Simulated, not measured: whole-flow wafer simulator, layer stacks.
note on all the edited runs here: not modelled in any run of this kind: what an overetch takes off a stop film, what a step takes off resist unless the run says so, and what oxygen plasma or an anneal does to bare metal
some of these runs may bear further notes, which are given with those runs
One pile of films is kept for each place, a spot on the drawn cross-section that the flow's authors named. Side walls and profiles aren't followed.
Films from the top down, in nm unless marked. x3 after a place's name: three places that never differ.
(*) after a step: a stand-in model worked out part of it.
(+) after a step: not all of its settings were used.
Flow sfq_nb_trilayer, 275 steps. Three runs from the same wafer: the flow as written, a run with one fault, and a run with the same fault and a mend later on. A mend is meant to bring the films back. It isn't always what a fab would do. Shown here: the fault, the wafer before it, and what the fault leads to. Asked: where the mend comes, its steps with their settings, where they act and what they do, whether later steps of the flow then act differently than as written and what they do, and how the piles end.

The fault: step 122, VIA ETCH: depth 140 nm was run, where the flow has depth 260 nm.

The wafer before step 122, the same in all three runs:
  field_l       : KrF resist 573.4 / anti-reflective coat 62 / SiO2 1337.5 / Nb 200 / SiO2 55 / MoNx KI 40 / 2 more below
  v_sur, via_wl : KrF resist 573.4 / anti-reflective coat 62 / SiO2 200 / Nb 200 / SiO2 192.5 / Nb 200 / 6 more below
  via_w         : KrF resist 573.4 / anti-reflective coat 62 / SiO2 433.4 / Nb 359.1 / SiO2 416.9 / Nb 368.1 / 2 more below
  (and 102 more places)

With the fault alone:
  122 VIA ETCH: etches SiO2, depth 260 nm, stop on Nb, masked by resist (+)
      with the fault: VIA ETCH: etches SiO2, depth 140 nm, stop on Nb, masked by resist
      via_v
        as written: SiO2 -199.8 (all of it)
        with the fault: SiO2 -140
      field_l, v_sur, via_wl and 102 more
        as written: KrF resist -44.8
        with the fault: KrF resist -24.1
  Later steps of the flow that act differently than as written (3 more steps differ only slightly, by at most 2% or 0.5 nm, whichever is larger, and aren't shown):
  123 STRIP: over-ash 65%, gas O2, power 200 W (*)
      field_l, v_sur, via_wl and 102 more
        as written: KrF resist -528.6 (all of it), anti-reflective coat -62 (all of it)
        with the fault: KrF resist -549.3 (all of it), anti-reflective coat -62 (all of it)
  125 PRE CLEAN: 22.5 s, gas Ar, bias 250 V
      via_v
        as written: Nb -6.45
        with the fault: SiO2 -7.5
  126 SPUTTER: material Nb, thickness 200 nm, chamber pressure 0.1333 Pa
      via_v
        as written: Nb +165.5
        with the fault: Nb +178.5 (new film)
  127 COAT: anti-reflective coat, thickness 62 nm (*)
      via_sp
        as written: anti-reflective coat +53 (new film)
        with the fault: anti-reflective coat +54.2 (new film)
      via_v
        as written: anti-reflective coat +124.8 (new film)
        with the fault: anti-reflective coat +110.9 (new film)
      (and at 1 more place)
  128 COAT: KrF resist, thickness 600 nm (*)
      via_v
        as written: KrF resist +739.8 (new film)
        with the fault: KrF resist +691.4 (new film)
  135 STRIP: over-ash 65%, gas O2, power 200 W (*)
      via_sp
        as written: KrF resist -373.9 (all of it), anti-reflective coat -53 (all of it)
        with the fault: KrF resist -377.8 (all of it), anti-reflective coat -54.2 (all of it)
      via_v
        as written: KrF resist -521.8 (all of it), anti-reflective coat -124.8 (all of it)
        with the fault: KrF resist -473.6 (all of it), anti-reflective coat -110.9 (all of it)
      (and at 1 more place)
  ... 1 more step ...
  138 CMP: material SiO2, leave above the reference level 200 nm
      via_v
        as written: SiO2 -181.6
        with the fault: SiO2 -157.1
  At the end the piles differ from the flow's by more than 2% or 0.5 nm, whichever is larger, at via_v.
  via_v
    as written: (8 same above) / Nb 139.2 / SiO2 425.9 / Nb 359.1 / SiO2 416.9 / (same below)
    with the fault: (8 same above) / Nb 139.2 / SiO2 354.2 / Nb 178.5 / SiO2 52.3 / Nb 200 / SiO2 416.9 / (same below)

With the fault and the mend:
  The mend comes after step 122.
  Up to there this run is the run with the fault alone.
  122a VIA ETCH: etches SiO2, depth 120 nm, stop on Nb, masked by resist (+) (the flow's step 122 once more, with other settings)
      field_l, v_sur, via_wl and 102 more
        KrF resist -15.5
      via_v
        SiO2 -59.8 (all of it)
  No later step of the flow acts differently than as written, at any place that is followed, by more than 2% or 0.5 nm, whichever is larger.
  At the end the piles are the same as the flow's at every place that both follow.
